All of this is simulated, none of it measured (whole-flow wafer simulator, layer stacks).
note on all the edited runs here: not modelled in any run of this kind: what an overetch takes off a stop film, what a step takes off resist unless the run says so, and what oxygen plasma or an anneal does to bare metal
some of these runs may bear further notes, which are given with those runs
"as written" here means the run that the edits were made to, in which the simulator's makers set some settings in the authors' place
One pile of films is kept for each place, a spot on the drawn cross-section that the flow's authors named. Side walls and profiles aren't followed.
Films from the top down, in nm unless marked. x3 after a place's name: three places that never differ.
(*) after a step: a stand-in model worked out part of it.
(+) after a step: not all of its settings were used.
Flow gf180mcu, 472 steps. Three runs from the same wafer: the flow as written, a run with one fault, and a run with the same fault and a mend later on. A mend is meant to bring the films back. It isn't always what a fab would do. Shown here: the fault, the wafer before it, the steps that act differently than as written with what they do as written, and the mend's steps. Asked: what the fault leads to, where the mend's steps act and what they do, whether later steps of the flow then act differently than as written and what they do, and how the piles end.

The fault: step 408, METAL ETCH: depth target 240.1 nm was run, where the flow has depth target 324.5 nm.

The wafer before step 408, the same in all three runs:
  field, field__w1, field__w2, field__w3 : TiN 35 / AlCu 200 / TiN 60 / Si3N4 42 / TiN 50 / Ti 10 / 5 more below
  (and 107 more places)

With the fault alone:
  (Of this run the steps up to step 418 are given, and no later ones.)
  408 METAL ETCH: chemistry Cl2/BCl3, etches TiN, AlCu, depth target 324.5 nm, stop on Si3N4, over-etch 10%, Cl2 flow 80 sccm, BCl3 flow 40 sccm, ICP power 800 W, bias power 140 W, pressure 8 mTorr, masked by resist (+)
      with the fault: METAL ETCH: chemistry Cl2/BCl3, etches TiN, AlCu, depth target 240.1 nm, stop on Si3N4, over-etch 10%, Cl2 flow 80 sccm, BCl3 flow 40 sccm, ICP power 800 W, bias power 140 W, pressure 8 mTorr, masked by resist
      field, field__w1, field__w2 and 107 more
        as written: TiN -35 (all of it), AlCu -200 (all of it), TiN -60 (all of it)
        with the fault: TiN -35 (all of it), AlCu -200 (all of it), TiN -5.1
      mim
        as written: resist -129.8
        with the fault: resist -96
  Later steps of the flow that act differently than as written (2 more steps differ only slightly, by at most 2% or 0.5 nm, whichever is larger, and aren't shown):
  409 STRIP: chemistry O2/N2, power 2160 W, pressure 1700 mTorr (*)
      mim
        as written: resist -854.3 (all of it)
        with the fault: resist -888.1 (all of it)
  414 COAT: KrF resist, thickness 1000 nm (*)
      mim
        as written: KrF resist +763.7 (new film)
        with the fault: KrF resist +805.9 (new film)
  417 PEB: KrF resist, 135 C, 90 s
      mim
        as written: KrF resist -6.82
        with the fault: KrF resist -7.49
  After step 418 the piles differ from the flow's by more than 2% or 0.5 nm, whichever is larger, at field, field__w1, field__w2 and 109 more.
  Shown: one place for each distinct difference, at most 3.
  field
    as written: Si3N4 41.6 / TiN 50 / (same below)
    with the fault: TiN 54.5 / Si3N4 42 / TiN 50 / (same below)
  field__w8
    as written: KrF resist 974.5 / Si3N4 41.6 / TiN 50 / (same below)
    with the fault: KrF resist 974.5 / TiN 54.5 / Si3N4 42 / TiN 50 / (same below)
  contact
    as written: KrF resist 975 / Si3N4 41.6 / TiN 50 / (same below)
    with the fault: KrF resist 974.9 / TiN 54.5 / Si3N4 42 / TiN 50 / (same below)

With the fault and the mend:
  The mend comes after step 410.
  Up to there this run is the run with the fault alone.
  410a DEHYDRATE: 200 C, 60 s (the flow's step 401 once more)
      changes no film at any place that is followed
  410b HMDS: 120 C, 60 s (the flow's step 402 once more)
      changes no film at any place that is followed
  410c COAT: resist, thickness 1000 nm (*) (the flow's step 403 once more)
      field__w8, m1__w1, iso_ptap_pw and 39 more
        resist +1000 (new film)
      p_well, sti, spacer, sd_n, mim_1p0, pad, dice_street
        resist +1000.5 (new film)
      field, ld_fp_p, ld_drift_p, ld_drn_p, ld_body_p_dnw, m1_nw
        resist +1001.4 (new film)
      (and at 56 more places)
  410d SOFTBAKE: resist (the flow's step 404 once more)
      npoly_u, ppoly_u
        resist +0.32
      field__w2
        resist +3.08
      field__w3
        resist +3.23
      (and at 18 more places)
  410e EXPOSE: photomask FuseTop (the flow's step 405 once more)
      changes no film at any place that is followed
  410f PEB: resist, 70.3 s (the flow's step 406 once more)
      field, field__w1, field__w5 and 95 more
        resist -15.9
      field__w2, field__w3, field__w12, pplus_u, nw_enc_fld_lv__w1, nw_enc_fld_lv__w4
        resist -16
      field__w11, field__w13, ppoly_u, npoly_sal
        resist -16.2
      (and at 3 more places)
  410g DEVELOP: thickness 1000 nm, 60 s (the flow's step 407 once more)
      field__w8, m1__w1, iso_ptap_pw and 39 more
        resist -984.1 (all of it)
      field_sub__w1, field_sub__w5, n_well, sd_p, gate_p, active_nat, nw_enc_fld_lv, nw_enc_fld_lv__w3
        resist -985 (all of it)
      p_well, sti, spacer, sd_n, mim_1p0, pad, dice_street
        resist -984.6 (all of it)
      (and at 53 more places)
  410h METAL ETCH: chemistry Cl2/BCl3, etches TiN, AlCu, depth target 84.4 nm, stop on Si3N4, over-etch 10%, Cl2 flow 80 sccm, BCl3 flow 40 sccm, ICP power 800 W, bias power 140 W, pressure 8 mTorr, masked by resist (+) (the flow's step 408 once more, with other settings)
      field, field__w1, field__w2 and 107 more
        TiN -54.5 (all of it)
      mim
        resist -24
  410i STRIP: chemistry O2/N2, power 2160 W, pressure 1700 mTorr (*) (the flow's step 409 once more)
      mim
        resist -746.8 (all of it)
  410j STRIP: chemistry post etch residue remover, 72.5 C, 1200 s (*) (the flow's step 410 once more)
      field, field__w1, field__w2 and 107 more
        Si3N4 -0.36
      mim
        TiN -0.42
  No later step of the flow acts differently than as written, at any place that is followed, by more than 2% or 0.5 nm, whichever is larger.
  At the end the piles differ from the flow's only slightly at the places that both follow, by at most 2% or 0.5 nm, whichever is larger.
